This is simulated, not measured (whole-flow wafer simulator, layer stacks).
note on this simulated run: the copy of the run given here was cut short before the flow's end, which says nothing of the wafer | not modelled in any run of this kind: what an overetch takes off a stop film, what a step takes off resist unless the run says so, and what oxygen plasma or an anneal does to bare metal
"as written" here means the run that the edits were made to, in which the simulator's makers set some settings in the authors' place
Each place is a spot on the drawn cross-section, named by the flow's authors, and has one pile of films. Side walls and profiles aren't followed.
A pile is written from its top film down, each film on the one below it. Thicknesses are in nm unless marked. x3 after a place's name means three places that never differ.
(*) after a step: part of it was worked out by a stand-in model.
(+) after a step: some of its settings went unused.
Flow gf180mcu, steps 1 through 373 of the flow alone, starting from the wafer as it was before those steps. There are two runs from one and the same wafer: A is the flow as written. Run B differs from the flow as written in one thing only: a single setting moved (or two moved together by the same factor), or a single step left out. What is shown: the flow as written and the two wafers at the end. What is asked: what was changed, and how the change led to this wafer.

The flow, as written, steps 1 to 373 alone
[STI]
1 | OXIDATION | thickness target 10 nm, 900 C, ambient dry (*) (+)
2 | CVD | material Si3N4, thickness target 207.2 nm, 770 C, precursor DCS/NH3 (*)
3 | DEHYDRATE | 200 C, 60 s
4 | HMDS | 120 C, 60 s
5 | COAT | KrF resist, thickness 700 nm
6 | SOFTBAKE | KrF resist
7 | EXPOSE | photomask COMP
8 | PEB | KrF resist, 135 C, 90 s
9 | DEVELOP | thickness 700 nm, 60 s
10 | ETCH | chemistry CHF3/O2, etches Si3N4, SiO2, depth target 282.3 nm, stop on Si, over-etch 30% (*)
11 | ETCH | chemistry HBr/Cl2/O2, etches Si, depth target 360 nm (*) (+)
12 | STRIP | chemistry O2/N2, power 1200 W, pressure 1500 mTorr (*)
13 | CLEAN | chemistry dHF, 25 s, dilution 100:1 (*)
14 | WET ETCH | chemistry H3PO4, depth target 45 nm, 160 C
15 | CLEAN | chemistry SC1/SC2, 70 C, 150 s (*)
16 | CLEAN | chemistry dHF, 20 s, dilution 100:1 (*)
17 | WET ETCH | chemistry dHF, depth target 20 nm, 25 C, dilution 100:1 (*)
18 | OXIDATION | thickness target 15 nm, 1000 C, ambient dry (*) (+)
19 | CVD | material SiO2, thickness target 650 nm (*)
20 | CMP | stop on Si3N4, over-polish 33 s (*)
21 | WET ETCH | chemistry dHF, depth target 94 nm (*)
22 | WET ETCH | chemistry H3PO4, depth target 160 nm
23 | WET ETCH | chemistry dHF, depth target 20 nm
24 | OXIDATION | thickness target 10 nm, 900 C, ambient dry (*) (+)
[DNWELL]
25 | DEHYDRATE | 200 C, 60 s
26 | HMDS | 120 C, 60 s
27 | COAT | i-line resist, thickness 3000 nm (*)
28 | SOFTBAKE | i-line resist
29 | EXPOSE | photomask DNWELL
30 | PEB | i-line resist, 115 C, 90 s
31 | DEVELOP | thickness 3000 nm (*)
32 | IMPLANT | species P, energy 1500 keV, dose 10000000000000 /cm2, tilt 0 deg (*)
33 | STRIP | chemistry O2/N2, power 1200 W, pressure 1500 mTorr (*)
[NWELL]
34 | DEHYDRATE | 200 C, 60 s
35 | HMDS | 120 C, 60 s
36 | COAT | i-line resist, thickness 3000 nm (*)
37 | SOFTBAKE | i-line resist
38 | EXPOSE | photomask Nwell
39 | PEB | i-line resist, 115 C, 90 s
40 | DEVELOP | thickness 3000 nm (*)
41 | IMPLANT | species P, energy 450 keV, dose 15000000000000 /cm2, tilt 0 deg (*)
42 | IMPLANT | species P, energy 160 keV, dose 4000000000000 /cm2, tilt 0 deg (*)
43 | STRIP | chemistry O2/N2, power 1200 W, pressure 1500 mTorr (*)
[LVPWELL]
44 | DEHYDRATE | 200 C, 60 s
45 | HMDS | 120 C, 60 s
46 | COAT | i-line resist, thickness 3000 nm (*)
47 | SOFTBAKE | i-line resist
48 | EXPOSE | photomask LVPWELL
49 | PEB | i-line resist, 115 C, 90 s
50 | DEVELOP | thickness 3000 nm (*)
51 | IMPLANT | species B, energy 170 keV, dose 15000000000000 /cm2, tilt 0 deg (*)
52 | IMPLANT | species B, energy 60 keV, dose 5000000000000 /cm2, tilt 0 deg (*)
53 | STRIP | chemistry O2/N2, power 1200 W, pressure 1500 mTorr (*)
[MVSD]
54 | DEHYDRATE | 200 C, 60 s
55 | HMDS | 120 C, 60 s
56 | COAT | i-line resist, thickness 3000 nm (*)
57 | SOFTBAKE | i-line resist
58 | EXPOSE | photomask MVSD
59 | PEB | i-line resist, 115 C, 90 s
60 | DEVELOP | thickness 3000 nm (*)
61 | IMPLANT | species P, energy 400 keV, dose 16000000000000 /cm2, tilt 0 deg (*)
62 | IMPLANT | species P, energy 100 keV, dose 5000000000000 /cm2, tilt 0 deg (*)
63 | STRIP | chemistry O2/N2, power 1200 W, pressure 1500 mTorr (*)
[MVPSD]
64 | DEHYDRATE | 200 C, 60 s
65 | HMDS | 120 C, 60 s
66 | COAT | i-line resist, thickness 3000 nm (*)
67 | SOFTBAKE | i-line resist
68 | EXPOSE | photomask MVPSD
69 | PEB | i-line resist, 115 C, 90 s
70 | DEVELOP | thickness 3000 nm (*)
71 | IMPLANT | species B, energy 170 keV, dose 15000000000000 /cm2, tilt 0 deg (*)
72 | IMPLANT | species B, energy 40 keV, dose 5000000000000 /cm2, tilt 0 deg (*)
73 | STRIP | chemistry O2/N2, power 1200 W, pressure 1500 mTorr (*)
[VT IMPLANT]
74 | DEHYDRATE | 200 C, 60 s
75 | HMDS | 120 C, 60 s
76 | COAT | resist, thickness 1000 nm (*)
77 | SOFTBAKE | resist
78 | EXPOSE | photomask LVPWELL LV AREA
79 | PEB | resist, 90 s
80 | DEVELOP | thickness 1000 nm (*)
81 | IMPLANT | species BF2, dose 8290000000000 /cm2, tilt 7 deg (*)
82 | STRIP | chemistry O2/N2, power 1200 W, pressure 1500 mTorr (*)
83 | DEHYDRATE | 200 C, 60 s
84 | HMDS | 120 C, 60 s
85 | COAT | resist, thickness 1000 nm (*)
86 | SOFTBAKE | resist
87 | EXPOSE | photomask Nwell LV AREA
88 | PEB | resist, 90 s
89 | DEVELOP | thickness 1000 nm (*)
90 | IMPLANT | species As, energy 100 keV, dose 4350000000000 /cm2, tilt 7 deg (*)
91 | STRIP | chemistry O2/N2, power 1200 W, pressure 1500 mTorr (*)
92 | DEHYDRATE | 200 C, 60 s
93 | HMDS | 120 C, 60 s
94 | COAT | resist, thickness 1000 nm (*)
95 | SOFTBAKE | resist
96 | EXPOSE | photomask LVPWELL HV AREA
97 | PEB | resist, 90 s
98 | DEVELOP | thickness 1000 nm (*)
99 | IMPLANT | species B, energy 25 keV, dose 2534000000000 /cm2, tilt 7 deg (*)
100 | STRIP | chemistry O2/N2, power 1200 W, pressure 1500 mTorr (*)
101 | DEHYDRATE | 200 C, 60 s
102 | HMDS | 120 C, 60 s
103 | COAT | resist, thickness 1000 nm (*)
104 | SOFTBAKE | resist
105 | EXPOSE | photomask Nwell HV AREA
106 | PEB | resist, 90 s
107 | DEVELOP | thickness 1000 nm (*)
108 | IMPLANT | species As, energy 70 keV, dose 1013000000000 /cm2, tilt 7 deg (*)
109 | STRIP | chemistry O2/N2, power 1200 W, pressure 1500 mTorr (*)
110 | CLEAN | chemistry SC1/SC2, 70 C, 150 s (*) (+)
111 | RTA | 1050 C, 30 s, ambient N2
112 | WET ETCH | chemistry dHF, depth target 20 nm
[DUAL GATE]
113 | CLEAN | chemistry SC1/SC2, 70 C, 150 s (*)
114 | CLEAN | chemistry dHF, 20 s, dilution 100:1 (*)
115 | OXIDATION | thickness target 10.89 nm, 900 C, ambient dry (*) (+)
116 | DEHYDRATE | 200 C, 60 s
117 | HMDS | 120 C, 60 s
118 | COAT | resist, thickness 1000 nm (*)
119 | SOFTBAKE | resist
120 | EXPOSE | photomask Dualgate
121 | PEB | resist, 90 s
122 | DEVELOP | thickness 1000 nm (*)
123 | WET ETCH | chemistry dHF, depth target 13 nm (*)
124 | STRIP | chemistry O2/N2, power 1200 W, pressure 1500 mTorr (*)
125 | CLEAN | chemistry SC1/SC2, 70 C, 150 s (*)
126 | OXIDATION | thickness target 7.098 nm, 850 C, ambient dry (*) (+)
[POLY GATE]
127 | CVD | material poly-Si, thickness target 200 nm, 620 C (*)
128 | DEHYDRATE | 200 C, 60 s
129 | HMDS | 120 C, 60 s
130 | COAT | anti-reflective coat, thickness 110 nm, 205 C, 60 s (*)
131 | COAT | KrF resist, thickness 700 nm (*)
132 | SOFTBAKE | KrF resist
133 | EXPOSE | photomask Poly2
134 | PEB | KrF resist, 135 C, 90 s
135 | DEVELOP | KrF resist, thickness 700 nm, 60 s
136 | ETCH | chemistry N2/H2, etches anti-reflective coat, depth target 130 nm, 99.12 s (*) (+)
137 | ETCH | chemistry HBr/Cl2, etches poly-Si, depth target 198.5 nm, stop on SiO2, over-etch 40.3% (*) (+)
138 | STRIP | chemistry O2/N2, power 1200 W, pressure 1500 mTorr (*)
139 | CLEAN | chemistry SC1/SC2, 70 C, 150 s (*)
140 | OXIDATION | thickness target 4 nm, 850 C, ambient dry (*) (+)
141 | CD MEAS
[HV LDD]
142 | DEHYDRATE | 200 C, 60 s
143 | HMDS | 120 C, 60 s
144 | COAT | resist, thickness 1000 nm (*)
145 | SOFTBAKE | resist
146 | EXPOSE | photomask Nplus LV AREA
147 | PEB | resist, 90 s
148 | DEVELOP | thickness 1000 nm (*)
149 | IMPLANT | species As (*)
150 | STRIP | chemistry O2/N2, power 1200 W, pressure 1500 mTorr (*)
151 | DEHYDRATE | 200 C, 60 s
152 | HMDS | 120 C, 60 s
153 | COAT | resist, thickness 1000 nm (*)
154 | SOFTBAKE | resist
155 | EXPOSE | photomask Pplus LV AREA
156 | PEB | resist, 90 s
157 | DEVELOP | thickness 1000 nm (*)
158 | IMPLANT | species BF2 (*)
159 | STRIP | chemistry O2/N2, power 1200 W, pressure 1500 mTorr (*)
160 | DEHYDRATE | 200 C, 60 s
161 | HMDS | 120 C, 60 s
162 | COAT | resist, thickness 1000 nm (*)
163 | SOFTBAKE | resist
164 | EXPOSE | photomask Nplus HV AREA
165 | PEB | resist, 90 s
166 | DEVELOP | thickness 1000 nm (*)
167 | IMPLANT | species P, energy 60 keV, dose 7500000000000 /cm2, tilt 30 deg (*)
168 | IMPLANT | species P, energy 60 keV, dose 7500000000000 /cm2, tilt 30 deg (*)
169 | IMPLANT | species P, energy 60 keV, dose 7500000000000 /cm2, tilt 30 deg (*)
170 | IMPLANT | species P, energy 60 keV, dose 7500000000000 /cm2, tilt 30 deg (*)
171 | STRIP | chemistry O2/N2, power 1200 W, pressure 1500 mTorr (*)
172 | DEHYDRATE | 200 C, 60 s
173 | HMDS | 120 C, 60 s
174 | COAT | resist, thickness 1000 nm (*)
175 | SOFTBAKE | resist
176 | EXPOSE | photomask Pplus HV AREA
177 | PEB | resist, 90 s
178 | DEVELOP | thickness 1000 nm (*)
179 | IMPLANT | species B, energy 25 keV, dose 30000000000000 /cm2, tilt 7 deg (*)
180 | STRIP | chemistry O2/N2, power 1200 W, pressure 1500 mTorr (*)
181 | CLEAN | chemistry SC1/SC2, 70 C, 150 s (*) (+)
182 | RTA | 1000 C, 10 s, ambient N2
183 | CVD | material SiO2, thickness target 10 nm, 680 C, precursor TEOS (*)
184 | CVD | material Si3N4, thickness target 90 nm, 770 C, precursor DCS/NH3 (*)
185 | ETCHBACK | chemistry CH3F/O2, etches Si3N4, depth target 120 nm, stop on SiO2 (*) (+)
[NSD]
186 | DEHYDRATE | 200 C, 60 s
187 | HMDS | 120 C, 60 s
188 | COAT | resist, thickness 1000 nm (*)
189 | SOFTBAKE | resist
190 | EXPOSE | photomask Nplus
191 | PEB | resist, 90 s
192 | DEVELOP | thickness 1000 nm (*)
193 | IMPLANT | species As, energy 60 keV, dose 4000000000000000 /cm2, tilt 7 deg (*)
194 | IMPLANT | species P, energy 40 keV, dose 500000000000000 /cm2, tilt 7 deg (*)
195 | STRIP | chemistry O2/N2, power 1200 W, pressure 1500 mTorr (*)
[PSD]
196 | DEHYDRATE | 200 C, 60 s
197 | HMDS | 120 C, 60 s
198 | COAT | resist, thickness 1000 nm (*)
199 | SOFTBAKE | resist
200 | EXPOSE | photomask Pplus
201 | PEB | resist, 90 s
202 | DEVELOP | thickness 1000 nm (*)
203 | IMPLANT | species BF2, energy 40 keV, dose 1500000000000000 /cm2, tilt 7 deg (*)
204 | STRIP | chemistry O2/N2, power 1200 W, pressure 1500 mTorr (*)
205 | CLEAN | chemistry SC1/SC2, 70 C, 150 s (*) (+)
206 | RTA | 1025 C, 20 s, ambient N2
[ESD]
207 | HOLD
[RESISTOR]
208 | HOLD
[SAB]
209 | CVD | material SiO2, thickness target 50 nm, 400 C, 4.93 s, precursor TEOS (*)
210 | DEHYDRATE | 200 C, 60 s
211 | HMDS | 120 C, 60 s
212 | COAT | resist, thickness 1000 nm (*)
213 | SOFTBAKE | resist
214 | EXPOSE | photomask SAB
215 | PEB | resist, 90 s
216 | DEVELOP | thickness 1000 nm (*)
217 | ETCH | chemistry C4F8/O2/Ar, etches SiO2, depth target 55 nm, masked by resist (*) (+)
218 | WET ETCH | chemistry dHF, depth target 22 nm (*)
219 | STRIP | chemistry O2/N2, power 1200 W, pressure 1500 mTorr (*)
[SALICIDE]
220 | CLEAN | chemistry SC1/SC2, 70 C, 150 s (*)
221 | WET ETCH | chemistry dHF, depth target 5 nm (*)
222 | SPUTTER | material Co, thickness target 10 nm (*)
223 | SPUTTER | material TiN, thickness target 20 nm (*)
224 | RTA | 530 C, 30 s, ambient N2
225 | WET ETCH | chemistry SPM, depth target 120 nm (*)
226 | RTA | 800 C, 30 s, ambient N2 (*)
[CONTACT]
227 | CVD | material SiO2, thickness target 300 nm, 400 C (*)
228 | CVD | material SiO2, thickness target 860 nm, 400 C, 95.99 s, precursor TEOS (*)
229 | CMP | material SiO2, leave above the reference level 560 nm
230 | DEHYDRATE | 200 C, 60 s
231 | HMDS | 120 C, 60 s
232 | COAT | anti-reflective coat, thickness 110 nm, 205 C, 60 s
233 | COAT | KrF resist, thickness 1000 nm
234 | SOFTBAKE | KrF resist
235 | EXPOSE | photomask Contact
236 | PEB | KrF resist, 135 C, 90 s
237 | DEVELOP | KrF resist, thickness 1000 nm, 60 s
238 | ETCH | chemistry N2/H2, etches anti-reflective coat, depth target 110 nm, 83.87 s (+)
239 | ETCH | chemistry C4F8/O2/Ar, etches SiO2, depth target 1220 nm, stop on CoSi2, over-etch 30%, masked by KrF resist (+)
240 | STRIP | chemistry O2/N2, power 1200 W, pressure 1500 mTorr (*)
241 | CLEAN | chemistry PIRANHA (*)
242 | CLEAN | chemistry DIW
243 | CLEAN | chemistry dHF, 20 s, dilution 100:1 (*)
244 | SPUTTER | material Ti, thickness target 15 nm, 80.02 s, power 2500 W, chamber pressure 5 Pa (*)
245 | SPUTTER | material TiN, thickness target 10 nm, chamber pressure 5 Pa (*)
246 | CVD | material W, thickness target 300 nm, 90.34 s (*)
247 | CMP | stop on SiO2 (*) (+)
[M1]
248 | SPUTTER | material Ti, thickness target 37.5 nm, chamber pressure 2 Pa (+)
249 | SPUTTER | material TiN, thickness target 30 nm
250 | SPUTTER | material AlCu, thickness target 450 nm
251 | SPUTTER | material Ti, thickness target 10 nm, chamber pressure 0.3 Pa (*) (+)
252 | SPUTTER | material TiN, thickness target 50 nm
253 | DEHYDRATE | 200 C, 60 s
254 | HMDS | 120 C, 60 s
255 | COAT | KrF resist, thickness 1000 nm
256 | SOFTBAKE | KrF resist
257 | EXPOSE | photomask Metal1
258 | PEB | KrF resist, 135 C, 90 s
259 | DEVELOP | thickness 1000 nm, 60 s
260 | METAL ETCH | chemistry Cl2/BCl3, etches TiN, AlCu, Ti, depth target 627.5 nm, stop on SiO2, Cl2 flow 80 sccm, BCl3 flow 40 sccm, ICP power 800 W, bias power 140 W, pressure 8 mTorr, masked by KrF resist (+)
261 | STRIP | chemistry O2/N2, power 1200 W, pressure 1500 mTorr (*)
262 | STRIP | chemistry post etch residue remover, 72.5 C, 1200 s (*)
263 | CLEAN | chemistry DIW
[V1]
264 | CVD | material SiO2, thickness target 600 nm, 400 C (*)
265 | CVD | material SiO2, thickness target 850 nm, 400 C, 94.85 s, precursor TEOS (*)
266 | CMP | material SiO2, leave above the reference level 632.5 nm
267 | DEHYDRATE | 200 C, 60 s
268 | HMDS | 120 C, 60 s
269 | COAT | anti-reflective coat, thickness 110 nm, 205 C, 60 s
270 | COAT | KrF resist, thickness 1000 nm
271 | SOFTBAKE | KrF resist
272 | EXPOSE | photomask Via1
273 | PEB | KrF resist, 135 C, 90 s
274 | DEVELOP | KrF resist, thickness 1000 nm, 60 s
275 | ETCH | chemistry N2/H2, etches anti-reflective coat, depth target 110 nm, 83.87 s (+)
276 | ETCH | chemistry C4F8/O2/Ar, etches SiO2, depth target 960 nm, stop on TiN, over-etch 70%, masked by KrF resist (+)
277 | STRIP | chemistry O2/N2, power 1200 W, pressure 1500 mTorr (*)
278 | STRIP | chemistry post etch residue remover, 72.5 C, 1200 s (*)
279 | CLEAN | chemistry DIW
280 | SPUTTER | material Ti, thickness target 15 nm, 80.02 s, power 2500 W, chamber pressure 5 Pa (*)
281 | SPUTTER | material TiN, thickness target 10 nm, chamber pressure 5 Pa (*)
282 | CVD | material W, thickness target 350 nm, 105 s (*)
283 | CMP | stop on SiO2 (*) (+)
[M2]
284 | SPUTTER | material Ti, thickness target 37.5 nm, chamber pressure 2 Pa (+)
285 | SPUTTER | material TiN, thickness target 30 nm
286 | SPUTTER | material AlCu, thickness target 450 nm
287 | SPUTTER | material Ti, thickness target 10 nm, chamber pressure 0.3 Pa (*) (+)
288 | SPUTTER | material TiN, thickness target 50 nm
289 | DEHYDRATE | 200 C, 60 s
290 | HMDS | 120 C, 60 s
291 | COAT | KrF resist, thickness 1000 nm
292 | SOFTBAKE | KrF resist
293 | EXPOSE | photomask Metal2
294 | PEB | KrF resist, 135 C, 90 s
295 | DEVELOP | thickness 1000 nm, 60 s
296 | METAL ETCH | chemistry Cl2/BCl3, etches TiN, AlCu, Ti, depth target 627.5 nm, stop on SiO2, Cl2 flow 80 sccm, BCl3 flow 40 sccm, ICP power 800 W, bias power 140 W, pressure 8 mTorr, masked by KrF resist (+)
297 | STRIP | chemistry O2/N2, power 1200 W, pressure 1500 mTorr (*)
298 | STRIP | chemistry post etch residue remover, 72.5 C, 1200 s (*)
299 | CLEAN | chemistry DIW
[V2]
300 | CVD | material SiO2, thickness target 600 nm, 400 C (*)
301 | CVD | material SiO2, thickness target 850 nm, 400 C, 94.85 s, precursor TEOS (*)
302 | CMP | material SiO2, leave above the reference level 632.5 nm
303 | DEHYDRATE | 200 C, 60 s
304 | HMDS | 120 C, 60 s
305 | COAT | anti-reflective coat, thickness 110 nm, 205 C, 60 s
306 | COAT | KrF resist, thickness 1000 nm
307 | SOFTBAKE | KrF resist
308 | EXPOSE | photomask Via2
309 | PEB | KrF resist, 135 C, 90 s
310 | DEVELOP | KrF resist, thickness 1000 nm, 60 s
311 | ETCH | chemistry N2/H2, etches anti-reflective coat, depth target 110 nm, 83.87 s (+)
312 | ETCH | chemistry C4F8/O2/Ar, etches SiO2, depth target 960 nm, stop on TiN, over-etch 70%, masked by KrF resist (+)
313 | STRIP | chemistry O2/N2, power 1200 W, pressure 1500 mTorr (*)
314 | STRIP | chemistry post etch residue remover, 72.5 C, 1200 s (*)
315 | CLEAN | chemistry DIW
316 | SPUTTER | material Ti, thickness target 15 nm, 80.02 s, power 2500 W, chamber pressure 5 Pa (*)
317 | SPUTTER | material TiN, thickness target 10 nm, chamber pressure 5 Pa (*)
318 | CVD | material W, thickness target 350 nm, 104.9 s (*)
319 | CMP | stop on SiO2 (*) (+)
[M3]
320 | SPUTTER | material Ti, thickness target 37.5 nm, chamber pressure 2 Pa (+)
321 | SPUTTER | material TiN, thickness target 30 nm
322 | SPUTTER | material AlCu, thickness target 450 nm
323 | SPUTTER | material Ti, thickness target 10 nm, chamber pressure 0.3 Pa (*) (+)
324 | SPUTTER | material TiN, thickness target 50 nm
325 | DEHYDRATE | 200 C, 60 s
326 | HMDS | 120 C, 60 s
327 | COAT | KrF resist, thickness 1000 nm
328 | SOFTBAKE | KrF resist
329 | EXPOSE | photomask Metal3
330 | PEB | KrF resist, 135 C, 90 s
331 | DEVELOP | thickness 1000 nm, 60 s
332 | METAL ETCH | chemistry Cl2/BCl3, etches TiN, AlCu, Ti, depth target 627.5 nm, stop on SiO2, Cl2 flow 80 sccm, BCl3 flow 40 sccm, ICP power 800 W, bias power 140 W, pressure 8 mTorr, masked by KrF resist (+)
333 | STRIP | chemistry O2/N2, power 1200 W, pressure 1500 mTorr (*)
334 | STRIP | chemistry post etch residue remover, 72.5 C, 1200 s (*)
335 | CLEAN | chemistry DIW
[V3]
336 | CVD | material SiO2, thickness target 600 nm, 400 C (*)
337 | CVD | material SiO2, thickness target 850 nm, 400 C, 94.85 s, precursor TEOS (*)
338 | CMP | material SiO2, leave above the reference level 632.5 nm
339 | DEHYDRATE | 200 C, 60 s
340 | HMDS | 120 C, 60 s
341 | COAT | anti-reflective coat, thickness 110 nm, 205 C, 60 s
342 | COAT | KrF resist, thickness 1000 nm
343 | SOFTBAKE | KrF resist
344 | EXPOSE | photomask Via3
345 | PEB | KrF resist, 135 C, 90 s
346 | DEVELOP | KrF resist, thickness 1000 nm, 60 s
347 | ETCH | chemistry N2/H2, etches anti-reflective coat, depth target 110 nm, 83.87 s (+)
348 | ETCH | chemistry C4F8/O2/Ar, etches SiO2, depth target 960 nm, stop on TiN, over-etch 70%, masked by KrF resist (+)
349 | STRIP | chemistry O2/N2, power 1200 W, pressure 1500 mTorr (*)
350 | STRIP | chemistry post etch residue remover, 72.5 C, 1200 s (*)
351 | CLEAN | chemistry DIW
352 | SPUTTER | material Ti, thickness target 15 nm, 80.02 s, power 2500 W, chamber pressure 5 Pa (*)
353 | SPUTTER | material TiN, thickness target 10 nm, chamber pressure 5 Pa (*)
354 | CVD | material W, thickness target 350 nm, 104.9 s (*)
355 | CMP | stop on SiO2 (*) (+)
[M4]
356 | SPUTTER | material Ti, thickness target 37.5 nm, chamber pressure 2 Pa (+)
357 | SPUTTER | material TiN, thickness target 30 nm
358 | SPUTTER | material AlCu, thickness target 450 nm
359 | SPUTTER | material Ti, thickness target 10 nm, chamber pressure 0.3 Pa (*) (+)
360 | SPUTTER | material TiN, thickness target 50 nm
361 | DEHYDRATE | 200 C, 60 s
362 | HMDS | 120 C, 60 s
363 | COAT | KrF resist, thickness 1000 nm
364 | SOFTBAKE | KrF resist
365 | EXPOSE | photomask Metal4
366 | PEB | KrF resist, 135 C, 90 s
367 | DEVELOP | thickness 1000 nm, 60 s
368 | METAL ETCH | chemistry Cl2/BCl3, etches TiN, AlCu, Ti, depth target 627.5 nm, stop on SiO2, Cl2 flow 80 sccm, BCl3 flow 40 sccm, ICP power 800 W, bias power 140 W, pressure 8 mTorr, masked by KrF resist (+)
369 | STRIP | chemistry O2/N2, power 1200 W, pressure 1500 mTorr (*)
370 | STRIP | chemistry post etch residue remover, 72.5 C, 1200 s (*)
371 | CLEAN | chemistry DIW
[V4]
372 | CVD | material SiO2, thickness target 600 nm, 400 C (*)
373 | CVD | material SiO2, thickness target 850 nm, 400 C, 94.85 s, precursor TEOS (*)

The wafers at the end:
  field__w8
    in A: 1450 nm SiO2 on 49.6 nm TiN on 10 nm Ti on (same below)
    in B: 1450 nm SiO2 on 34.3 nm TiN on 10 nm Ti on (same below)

Cause: step 360, SPUTTER: thickness target 34.7 nm was run, while the flow as written has thickness target 50 nm.

The path from the change to this, step by step:
  360 | SPUTTER | material TiN, thickness target 50 nm
      field, field__w1, field__w2 and 108 more: A TiN gains 50 (new film) | B TiN gains 34.7 (new film)
  368 | METAL ETCH | chemistry Cl2/BCl3, etches TiN, AlCu, Ti, depth target 627.5 nm, stop on SiO2, Cl2 flow 80 sccm, BCl3 flow 40 sccm, ICP power 800 W, bias power 140 W, pressure 8 mTorr, masked by KrF resist (+)
      field, field__w1, field__w2 and 103 more: A TiN loses 50 (all of it), Ti loses 10 (all of it), AlCu loses 450 (all of it), TiN loses 30 (all of it), Ti loses 37.5 (all of it) | B TiN loses 34.7 (all of it), Ti loses 10 (all of it), AlCu loses 450 (all of it), TiN loses 30 (all of it), Ti loses 37.5 (all of it)
